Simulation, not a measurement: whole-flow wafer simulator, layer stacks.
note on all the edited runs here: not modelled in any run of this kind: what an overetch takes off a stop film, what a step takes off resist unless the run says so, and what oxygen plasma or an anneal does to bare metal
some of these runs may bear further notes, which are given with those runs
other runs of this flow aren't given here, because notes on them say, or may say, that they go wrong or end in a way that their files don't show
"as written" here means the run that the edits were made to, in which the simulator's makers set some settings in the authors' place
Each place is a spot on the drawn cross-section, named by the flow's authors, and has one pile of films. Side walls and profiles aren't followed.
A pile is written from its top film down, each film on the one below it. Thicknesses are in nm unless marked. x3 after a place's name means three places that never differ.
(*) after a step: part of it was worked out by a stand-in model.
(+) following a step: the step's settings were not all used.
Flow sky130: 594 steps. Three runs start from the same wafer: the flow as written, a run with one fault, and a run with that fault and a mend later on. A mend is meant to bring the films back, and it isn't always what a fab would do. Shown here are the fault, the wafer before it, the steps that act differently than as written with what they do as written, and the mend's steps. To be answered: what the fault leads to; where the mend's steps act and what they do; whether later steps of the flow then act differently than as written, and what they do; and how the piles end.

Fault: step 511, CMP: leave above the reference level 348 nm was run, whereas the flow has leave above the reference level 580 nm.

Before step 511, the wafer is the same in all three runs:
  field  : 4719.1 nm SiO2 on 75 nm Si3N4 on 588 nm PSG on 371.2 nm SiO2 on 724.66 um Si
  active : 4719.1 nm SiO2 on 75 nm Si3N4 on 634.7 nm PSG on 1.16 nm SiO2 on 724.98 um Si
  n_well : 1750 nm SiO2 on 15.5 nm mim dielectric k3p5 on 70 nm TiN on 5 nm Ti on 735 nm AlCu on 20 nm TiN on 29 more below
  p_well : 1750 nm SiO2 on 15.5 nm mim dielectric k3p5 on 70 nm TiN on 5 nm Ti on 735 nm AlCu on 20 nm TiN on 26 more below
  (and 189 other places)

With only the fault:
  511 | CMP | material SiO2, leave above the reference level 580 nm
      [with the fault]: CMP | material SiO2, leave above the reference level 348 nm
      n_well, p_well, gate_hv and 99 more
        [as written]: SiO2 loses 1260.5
        [with the fault]: SiO2 loses 1492.5
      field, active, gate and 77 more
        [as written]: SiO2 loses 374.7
        [with the fault]: SiO2 loses 606.7
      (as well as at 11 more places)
  Steps later in the flow that act otherwise than as written:
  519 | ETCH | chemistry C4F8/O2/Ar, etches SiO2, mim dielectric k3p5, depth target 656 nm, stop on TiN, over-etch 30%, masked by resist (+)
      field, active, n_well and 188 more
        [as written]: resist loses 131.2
        [with the fault]: resist loses 71.1
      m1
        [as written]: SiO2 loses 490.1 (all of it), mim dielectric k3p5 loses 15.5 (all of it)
        [with the fault]: SiO2 loses 258.1 (all of it), mim dielectric k3p5 loses 15.5 (all of it)
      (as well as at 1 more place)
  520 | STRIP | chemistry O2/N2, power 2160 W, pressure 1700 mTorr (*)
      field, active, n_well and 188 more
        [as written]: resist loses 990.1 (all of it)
        [with the fault]: resist loses 1050.1 (all of it)
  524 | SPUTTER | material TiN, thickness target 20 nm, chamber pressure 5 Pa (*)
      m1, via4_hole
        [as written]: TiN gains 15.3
        [with the fault]: TiN gains 17
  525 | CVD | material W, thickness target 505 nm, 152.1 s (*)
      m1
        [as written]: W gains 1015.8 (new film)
        [with the fault]: W gains 585.3 (new film)
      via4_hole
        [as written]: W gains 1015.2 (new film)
        [with the fault]: W gains 586.4 (new film)
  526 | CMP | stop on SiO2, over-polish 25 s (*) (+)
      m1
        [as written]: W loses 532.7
        [with the fault]: W loses 335.9
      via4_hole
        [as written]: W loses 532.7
        [with the fault]: W loses 337.7
  The piles end different from the flow's at field, active, n_well and 190 more by more than 2% or 0.5 nm, whichever is larger.
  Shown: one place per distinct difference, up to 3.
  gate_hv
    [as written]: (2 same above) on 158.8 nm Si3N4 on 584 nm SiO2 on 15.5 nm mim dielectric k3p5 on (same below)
    [with the fault]: (2 same above) on 158.8 nm Si3N4 on 352 nm SiO2 on 15.5 nm mim dielectric k3p5 on (same below)
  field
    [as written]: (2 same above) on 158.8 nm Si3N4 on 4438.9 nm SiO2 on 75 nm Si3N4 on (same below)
    [with the fault]: (2 same above) on 158.8 nm Si3N4 on 4206.9 nm SiO2 on 75 nm Si3N4 on (same below)
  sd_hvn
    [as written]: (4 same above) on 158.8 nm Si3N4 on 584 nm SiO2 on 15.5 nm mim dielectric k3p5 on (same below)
    [with the fault]: (4 same above) on 158.8 nm Si3N4 on 352 nm SiO2 on 15.5 nm mim dielectric k3p5 on (same below)

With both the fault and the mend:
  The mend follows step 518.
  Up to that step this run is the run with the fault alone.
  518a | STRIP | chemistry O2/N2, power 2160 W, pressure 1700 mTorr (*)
      field, active, n_well and 188 more
        resist loses 1121.3 (all of it)
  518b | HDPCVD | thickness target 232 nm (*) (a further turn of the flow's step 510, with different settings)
      field, active, n_well and 190 more
        SiO2 gains 232
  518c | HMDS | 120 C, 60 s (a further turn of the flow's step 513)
      leaves every film unchanged at each place that is followed
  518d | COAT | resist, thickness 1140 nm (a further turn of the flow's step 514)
      field, active, n_well and 190 more
        resist gains 1140 (new film)
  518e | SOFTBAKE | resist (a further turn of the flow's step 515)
      leaves every film unchanged at each place that is followed
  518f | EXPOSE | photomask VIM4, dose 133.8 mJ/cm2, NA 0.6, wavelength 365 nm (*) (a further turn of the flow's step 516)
      leaves every film unchanged at each place that is followed
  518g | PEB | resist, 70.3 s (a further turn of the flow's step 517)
      field, active, n_well and 190 more
        resist loses 18.7
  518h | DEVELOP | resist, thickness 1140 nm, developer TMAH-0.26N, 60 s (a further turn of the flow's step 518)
      m1, via4_hole
        resist loses 1121.3 (all of it)
  Later steps of the flow that are run all act as written at every place that is followed.
  The piles end the same as the flow's at every place that both follow.
